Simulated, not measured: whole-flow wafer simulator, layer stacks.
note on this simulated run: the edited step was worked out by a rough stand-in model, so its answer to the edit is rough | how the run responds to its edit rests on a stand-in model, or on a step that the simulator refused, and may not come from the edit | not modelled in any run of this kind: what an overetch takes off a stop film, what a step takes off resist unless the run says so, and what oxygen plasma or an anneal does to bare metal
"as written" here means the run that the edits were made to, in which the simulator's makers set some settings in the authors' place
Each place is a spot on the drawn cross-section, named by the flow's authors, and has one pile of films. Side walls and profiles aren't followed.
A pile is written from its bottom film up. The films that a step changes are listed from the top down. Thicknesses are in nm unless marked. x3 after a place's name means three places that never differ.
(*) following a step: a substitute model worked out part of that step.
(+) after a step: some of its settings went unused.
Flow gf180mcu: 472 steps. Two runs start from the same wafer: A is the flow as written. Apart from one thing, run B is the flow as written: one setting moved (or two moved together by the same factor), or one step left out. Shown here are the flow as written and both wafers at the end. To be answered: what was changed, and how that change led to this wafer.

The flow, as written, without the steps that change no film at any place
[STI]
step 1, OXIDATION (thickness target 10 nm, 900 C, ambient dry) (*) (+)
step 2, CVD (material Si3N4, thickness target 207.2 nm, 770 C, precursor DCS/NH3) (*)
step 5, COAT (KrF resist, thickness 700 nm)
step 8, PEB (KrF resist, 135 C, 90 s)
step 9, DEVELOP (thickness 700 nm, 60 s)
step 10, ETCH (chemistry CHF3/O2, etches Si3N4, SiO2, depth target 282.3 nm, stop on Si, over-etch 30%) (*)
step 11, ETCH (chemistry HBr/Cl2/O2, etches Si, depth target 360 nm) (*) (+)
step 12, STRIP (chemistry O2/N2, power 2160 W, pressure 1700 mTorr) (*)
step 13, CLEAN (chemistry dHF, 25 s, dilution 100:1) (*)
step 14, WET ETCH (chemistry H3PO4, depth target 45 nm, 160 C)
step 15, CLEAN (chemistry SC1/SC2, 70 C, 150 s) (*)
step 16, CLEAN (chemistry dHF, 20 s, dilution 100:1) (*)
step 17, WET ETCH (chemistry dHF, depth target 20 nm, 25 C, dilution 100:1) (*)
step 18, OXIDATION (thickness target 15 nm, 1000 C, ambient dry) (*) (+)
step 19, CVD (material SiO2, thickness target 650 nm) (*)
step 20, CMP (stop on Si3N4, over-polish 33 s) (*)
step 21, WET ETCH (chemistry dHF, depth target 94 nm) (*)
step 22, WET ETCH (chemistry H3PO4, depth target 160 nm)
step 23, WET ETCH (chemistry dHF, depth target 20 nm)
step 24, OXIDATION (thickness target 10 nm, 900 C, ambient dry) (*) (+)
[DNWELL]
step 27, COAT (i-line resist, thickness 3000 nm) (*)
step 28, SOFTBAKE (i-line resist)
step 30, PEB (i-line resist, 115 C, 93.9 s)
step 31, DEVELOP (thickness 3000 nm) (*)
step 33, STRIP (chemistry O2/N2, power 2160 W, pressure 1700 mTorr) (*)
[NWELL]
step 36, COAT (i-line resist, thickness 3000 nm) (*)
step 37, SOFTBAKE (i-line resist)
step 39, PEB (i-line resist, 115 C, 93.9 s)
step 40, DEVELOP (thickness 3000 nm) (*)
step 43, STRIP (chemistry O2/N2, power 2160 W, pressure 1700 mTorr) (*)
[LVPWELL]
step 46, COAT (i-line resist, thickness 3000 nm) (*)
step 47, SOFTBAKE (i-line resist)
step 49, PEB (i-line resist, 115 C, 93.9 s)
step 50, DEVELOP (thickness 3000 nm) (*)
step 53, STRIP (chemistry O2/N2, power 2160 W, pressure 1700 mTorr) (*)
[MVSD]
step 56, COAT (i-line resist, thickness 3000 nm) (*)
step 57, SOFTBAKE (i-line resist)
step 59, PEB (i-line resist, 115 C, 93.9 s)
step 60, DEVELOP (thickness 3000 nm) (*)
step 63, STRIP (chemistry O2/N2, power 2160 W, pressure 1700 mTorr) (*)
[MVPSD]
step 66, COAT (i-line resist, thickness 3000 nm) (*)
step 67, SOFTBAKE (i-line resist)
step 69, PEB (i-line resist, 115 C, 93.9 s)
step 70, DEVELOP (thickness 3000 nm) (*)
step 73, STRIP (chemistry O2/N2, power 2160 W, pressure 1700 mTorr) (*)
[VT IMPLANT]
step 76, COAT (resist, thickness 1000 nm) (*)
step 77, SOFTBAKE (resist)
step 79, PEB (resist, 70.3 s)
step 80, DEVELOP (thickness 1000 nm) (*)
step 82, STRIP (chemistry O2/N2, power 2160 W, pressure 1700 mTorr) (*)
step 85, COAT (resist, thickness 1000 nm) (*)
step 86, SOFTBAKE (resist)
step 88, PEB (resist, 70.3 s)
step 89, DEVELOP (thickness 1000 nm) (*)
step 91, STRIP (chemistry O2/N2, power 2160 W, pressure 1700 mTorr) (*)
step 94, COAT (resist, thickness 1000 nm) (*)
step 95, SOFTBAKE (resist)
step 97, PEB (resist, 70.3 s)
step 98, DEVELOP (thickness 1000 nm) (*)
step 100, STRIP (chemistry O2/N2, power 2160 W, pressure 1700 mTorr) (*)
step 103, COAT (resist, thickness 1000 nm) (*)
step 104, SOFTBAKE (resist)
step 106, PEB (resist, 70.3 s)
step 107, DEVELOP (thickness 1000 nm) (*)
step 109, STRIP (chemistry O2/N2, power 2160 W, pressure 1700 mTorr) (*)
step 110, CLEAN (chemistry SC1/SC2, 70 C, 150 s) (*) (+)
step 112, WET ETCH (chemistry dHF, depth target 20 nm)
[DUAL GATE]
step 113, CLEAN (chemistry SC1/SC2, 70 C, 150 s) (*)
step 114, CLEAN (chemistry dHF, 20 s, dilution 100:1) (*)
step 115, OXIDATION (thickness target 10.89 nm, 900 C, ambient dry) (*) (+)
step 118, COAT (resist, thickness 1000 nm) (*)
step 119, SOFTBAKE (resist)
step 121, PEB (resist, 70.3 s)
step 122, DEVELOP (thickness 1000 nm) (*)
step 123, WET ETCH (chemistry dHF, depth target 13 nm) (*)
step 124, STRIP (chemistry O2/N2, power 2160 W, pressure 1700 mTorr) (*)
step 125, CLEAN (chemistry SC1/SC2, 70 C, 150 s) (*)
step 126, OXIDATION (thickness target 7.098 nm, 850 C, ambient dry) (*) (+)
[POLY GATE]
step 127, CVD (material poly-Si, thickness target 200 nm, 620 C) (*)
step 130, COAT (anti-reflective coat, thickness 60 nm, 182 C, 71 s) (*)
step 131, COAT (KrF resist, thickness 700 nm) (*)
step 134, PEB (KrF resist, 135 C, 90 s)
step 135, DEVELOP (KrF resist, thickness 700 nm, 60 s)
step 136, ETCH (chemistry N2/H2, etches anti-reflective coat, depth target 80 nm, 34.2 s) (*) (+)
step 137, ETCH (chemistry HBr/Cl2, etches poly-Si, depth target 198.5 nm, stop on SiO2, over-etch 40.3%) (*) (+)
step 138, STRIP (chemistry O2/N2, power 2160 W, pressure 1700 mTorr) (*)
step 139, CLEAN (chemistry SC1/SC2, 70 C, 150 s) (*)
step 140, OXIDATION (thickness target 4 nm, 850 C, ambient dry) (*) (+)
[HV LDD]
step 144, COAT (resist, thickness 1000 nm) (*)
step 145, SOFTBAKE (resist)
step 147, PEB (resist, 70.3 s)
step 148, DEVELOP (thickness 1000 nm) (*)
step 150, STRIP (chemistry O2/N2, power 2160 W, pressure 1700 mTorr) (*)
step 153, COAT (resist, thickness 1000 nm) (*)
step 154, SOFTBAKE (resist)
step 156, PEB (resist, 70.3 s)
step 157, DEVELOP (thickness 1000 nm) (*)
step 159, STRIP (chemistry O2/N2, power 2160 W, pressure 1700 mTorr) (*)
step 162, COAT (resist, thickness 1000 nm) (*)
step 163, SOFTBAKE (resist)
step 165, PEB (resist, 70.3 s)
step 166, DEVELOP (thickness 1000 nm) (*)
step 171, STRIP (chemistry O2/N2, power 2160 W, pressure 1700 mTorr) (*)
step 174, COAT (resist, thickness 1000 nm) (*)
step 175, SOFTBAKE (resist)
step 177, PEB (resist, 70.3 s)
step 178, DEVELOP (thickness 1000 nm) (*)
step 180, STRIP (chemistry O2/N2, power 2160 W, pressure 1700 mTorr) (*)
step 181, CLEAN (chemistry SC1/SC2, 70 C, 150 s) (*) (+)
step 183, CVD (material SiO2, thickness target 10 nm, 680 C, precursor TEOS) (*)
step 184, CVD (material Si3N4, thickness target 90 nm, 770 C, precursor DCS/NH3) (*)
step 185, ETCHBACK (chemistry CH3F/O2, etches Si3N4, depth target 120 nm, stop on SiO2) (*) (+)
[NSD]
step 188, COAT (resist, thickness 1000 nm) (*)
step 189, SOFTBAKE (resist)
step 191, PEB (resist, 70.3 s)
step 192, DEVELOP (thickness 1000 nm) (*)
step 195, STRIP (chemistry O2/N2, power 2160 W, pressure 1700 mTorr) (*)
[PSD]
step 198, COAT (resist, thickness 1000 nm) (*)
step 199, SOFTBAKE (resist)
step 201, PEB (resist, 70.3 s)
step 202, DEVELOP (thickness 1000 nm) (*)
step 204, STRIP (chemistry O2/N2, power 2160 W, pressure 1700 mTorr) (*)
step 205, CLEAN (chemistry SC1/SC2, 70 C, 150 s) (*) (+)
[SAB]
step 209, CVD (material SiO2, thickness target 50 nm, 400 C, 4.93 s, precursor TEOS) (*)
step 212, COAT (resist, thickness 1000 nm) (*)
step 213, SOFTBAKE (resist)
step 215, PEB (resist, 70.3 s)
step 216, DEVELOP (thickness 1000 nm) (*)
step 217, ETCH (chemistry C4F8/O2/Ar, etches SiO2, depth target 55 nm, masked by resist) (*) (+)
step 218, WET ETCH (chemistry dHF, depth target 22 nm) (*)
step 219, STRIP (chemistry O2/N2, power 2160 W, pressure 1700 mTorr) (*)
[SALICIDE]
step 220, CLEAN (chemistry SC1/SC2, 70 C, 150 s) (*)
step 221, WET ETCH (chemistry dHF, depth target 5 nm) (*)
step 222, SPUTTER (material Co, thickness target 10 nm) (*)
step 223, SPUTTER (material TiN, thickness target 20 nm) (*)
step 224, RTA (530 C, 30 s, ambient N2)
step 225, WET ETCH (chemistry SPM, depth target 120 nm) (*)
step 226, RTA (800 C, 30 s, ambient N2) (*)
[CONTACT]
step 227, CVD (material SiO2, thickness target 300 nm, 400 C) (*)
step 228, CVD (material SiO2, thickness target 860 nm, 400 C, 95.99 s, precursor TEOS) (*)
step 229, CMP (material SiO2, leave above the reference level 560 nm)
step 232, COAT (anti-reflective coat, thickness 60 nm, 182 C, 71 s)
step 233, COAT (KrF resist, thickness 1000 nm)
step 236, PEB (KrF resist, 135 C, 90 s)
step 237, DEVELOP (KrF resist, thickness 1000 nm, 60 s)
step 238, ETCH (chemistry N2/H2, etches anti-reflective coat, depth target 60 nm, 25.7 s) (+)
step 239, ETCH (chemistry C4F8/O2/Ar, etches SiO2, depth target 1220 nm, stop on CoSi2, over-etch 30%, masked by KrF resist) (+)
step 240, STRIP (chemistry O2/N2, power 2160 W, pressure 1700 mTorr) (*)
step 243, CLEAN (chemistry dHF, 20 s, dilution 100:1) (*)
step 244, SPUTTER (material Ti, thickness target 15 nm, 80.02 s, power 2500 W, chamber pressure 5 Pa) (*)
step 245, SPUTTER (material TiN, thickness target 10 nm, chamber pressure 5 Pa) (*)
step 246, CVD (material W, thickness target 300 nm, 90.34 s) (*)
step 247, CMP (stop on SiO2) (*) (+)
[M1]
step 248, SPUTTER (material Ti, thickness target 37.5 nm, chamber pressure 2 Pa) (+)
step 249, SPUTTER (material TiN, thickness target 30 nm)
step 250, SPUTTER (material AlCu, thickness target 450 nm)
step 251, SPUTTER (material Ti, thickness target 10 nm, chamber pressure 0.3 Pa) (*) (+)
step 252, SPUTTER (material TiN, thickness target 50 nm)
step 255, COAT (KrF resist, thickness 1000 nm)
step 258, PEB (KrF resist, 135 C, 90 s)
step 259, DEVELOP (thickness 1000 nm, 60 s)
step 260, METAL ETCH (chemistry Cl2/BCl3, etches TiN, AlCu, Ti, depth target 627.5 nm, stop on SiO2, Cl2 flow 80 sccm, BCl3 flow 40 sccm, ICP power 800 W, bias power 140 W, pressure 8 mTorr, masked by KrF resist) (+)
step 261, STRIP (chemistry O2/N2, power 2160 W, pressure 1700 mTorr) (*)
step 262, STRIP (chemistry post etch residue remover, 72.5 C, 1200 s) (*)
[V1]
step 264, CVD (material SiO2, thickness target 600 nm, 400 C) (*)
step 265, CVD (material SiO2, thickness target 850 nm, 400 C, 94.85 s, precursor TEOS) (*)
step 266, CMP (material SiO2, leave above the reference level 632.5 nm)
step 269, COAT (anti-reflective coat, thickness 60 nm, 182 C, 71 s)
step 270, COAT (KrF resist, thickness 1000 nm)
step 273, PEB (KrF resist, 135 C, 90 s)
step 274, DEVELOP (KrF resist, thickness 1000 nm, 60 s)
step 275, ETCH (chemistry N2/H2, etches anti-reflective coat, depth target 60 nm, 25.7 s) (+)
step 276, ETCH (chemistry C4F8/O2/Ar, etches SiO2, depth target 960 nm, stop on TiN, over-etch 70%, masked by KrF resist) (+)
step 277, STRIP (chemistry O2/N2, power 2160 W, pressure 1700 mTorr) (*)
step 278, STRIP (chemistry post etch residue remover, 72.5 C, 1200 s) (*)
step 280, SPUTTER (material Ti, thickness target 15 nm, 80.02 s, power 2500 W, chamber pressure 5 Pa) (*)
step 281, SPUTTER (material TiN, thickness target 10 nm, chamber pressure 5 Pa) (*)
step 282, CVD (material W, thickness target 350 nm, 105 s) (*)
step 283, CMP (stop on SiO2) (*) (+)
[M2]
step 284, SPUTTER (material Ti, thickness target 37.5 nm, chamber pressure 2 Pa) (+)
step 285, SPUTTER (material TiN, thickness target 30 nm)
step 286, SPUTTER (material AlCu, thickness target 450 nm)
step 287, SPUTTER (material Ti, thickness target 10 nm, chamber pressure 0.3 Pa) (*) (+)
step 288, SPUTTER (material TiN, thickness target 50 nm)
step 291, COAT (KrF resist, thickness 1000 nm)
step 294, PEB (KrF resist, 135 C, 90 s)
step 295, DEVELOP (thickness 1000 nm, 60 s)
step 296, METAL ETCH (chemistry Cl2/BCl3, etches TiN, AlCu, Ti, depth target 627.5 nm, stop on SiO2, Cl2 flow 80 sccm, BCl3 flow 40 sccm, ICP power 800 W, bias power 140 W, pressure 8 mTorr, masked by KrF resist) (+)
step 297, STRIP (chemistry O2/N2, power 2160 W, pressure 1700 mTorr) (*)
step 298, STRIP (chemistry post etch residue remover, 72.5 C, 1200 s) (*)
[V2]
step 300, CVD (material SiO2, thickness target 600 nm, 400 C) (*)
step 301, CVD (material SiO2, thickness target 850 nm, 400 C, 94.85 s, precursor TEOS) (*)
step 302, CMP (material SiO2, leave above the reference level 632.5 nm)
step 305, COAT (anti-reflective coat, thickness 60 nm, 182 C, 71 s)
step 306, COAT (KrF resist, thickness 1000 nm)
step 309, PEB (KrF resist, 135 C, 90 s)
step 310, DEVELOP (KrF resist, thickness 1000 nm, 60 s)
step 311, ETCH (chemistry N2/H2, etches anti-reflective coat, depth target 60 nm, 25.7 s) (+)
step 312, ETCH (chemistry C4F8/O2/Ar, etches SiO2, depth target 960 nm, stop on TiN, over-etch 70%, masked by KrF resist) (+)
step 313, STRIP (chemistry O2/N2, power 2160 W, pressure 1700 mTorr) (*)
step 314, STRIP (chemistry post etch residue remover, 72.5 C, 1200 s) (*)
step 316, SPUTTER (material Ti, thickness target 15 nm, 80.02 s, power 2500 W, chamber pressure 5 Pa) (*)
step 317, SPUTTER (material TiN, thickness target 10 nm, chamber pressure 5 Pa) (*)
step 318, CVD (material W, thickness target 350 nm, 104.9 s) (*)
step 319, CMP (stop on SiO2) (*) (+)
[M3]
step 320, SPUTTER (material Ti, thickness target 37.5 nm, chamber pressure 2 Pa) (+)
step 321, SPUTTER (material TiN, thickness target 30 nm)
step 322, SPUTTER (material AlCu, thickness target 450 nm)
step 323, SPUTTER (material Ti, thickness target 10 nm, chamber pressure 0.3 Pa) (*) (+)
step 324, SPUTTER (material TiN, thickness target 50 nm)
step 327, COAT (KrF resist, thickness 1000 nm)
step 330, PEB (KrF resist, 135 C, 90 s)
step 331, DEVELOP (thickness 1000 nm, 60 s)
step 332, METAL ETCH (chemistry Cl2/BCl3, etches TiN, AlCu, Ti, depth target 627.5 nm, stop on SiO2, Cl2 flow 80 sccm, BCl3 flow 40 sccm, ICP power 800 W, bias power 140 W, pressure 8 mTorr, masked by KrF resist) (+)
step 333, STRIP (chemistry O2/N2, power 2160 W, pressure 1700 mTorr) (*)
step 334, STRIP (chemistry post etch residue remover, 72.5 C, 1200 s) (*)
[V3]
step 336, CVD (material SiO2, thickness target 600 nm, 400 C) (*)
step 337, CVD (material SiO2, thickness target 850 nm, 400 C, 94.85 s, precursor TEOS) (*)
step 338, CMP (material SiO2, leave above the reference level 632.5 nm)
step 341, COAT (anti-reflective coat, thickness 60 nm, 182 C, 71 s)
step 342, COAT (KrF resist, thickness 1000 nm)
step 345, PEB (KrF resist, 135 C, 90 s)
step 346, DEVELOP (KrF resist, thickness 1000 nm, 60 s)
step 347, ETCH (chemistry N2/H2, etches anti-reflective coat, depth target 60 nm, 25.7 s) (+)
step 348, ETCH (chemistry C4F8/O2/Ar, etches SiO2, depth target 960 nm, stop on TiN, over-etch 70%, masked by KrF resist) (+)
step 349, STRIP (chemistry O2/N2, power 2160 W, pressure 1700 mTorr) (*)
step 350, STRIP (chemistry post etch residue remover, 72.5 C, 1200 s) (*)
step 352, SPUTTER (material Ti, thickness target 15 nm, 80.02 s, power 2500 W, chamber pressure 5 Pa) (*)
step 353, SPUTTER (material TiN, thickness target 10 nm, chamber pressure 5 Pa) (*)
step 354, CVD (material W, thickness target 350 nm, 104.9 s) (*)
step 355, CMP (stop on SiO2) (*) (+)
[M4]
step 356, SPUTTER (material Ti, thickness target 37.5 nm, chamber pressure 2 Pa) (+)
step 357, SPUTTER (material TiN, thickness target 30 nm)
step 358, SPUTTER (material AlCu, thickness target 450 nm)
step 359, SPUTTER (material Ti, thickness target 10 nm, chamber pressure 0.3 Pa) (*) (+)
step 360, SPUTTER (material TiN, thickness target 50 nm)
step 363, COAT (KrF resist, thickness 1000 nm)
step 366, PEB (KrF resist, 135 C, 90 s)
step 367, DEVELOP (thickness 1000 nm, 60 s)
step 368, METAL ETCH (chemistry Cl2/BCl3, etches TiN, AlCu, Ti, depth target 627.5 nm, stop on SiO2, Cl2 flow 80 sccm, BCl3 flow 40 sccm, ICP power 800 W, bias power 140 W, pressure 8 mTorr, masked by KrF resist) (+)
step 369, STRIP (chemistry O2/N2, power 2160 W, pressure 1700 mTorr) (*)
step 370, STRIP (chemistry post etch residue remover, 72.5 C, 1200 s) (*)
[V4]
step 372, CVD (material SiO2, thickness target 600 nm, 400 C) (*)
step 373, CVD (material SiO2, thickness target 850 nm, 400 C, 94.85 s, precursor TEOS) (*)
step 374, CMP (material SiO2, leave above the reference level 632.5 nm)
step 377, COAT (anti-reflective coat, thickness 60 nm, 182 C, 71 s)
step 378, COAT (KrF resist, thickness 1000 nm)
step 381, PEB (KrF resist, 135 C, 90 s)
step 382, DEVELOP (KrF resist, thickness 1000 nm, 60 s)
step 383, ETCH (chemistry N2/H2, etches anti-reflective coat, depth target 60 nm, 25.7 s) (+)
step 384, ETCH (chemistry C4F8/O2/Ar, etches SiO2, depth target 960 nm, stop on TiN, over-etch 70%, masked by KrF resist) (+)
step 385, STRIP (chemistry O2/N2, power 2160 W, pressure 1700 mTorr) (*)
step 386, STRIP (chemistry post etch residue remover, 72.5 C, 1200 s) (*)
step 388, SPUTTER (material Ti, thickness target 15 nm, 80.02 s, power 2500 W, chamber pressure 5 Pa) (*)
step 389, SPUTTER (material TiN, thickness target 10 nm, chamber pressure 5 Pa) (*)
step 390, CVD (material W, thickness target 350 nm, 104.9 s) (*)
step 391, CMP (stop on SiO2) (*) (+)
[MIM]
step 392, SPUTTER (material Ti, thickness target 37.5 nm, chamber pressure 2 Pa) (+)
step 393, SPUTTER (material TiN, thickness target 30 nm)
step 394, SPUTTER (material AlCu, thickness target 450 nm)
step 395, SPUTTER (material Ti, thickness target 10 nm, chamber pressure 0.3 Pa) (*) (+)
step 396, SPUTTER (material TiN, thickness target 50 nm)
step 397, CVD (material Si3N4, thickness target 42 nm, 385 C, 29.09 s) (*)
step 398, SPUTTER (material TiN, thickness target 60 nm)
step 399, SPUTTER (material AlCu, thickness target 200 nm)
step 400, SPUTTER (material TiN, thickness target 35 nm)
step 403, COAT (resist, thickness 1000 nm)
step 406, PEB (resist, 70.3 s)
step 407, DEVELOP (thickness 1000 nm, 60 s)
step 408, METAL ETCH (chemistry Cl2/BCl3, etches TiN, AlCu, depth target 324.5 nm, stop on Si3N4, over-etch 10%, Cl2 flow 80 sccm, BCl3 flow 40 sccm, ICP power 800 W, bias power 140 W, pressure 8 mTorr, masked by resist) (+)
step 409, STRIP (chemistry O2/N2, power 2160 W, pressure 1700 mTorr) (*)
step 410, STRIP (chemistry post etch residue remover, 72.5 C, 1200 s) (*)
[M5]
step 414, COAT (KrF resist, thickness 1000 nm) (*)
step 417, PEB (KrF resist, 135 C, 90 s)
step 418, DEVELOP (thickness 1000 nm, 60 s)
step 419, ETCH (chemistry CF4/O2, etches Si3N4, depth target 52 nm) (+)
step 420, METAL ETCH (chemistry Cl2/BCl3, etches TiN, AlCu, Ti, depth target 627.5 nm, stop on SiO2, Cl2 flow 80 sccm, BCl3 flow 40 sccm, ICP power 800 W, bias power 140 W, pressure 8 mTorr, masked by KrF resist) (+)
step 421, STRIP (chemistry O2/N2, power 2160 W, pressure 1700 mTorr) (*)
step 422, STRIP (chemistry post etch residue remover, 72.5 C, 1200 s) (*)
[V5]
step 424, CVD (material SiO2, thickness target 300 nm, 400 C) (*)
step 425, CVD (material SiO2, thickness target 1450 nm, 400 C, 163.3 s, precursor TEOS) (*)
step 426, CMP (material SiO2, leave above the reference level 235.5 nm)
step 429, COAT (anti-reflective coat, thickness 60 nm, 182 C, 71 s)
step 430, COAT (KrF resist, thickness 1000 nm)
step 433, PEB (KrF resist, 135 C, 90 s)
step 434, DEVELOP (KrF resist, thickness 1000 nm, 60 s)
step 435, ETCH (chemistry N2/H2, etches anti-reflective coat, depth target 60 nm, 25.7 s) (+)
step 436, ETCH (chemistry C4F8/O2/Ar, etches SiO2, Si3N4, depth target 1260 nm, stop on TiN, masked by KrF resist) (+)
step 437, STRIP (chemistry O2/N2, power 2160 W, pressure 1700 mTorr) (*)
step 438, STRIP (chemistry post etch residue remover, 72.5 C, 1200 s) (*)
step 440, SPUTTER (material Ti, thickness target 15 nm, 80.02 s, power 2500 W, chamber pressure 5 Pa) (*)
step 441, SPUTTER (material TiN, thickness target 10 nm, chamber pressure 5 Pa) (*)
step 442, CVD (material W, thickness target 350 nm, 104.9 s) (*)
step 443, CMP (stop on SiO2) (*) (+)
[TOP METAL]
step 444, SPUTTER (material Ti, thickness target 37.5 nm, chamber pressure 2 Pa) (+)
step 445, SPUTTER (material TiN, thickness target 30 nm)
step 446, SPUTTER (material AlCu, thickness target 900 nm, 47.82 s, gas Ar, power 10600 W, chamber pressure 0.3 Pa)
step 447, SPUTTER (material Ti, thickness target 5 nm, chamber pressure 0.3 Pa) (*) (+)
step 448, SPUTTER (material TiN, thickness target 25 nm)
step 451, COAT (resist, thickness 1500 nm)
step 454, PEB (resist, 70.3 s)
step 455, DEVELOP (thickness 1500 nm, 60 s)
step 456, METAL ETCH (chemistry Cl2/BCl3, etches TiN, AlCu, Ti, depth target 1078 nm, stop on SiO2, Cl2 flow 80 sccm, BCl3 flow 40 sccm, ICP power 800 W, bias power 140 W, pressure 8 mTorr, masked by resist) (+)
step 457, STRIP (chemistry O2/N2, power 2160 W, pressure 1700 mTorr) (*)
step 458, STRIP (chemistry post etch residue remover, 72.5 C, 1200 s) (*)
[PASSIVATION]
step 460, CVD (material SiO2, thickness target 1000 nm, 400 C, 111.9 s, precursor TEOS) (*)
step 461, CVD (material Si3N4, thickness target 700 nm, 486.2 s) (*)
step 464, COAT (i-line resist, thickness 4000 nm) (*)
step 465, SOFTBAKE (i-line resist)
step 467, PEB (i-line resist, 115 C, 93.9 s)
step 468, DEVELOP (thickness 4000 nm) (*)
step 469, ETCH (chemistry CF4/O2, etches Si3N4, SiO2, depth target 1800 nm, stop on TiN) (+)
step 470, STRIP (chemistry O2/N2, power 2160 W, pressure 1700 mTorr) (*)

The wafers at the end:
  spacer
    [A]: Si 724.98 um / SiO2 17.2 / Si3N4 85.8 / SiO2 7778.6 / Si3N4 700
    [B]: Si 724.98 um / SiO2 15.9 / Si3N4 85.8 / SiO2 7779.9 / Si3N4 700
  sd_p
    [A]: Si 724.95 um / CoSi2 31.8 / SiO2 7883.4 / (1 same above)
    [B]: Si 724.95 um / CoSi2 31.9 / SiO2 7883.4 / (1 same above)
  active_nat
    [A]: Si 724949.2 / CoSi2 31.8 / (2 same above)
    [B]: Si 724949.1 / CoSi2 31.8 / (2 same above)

What caused this: step 183, CVD: thickness target 8.7 nm was run, though the flow has thickness target 10 nm.

Step by step, how the change led to this:
  step 183, CVD (material SiO2, thickness target 10 nm, 680 C, precursor TEOS) (*)
      field, field__w1, field__w2 and 99 more: A SiO2 gains 10 | B SiO2 gains 8.7
      ld_drift_p: A SiO2 gains 9.87 | B SiO2 gains 8.59
      (also at 1 further place)
  step 189, SOFTBAKE (resist)
      field: A resist gains 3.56 | B resist loses 0.36
      active_hv: A resist gains 2.68 | B resist loses 0.54
      (also at 1 further place)
  step 199, SOFTBAKE (resist)
      field: A resist gains 3.56 | B resist loses 0.36
      active_hv: A resist gains 2.68 | B resist loses 0.54
      (also at 1 further place)
  step 218, WET ETCH (chemistry dHF, depth target 22 nm) (*)
      gate, gate_hv, gate_p and 23 more: A SiO2 loses 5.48 (all of it) | B SiO2 loses 4.18 (all of it)
      active, p_well, sd_n, iso_ptap_pw, iso_ntap_nw, iso_ptap_sub, vpnp_e: A SiO2 loses 9.01 (all of it) | B SiO2 loses 7.71 (all of it)
      (also at 16 further places)
  step 226, RTA (800 C, 30 s, ambient N2) (*)
      ld_sd_p: A CoSi2 gains 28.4 (new film), CoSi loses 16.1 (all of it), Si loses 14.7 | B CoSi2 gains 27.8 (new film), CoSi loses 15.8 (all of it), Si loses 14.4
